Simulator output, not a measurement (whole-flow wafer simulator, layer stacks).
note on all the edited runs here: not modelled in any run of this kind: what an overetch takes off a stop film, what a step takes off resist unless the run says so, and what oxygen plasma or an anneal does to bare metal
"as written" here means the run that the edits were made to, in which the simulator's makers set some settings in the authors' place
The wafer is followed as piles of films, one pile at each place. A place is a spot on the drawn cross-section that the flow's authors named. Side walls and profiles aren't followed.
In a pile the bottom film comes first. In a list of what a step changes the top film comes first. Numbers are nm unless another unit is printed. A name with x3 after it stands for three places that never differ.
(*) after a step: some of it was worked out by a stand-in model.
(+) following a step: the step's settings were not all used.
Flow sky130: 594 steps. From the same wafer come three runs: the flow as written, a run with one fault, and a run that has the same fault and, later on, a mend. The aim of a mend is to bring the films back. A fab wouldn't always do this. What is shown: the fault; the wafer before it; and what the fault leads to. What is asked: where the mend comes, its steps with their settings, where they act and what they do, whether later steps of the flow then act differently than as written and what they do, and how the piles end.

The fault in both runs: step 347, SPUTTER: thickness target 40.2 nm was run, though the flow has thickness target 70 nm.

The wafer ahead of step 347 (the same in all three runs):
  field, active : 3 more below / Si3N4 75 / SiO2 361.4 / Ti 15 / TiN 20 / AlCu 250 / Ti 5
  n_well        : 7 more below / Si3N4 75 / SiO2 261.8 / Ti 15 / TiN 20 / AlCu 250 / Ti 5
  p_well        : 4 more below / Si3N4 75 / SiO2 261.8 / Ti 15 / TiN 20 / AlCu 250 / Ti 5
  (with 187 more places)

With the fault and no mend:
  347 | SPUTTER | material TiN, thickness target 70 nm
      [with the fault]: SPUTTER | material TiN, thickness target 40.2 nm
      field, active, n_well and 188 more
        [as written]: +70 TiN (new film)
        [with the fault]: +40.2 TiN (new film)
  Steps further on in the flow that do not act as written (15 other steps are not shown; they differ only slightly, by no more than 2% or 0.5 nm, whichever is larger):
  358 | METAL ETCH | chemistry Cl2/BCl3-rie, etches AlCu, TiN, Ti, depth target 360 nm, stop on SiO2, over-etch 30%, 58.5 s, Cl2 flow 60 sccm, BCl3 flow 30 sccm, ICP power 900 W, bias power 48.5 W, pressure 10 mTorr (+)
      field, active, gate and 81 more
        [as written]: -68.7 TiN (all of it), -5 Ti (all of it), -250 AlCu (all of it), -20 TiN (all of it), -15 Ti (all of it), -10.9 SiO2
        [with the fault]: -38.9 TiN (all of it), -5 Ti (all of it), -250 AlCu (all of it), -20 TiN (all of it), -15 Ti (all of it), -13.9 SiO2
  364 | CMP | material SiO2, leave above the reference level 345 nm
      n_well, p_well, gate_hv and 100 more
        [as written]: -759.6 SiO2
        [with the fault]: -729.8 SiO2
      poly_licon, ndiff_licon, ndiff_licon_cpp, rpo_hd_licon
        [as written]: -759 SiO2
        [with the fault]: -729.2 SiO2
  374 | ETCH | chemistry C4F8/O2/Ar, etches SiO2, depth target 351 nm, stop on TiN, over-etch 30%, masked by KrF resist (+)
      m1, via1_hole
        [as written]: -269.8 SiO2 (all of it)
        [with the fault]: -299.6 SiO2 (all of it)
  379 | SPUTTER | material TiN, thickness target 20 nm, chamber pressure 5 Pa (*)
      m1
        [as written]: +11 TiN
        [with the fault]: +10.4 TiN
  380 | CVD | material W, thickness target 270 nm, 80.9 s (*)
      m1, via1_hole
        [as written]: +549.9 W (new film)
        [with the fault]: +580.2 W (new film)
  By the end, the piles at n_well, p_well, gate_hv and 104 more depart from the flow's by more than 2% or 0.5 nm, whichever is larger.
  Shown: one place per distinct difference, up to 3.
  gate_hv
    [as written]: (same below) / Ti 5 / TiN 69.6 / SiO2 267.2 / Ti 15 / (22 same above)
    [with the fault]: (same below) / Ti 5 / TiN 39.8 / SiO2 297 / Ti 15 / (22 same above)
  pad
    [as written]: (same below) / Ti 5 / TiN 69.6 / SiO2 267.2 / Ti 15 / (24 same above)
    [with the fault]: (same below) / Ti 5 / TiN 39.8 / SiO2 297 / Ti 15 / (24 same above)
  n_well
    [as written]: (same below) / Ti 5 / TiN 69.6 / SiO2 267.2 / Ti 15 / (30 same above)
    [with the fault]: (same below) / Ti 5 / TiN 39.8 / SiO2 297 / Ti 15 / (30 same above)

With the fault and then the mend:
  After step 347 comes the mend.
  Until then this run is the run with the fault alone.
  347a | SPUTTER | material TiN, thickness target 29.8 nm (a further turn of the flow's step 347, with different settings)
      field, active, n_well and 188 more
        +29.8 TiN
  None of the later steps of the flow acts differently than as written at any place that is followed.
  At every place that both follow, the piles at the end match the flow's.
